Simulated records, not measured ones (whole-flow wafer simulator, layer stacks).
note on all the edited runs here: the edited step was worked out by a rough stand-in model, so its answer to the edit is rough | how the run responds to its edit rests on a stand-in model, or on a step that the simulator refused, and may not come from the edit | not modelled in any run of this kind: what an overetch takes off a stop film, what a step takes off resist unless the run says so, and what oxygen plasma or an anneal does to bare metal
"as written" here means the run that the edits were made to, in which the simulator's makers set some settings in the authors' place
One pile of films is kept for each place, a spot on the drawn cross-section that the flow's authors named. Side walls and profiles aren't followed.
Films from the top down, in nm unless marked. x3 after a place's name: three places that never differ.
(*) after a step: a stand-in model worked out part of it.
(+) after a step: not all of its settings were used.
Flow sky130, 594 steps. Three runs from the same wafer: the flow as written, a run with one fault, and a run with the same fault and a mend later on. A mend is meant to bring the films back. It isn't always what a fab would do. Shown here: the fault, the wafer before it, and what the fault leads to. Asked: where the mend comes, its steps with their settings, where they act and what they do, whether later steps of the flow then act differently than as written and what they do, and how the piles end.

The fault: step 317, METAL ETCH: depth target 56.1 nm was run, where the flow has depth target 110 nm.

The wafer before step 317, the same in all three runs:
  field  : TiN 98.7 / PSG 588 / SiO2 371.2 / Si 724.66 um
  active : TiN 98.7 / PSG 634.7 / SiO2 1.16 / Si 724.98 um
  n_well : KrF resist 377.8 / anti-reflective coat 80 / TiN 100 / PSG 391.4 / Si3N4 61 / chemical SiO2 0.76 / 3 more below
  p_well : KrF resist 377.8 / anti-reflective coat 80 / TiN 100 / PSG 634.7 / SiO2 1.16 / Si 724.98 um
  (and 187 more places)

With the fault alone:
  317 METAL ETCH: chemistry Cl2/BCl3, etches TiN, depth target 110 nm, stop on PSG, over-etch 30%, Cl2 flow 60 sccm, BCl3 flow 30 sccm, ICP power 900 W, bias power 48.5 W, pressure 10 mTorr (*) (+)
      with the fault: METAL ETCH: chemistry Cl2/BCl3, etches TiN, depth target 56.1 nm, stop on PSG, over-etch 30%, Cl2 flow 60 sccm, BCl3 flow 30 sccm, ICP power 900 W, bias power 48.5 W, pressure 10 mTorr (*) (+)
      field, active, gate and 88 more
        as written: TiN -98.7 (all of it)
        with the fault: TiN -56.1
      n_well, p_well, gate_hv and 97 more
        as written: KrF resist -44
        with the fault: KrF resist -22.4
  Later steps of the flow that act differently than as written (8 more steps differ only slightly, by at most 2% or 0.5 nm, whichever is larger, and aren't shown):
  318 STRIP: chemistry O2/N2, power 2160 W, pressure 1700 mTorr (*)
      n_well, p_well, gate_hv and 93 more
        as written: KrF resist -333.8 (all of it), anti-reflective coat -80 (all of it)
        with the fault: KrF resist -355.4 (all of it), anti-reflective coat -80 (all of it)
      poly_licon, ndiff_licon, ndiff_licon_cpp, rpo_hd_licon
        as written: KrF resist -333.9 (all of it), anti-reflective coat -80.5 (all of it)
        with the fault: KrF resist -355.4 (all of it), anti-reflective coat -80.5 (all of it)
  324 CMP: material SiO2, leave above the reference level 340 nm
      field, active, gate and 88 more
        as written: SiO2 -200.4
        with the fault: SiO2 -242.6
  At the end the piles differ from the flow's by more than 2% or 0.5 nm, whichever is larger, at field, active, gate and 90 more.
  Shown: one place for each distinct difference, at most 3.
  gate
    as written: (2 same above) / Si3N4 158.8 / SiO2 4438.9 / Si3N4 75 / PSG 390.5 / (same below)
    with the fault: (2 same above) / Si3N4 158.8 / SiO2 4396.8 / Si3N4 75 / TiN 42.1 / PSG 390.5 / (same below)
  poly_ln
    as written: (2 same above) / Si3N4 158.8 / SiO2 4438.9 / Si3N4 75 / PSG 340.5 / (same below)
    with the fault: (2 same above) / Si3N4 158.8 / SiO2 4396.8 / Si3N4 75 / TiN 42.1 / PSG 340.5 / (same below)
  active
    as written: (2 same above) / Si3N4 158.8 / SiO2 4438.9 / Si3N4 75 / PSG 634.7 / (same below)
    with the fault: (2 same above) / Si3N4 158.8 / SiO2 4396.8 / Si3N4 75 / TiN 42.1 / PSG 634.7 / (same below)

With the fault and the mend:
  The mend comes after step 317.
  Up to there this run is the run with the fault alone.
  317a METAL ETCH: chemistry Cl2/BCl3, etches TiN, depth target 53.9 nm, stop on PSG, over-etch 30%, Cl2 flow 60 sccm, BCl3 flow 30 sccm, ICP power 900 W, bias power 48.5 W, pressure 10 mTorr (*) (+) (the flow's step 317 once more, with other settings)
      n_well, p_well, gate_hv and 97 more
        KrF resist -21.6
      field, active, gate and 88 more
        TiN -42.6 (all of it)
  No later step of the flow acts differently than as written at any place that is followed.
  At the end the piles are the same as the flow's at every place that both follow.
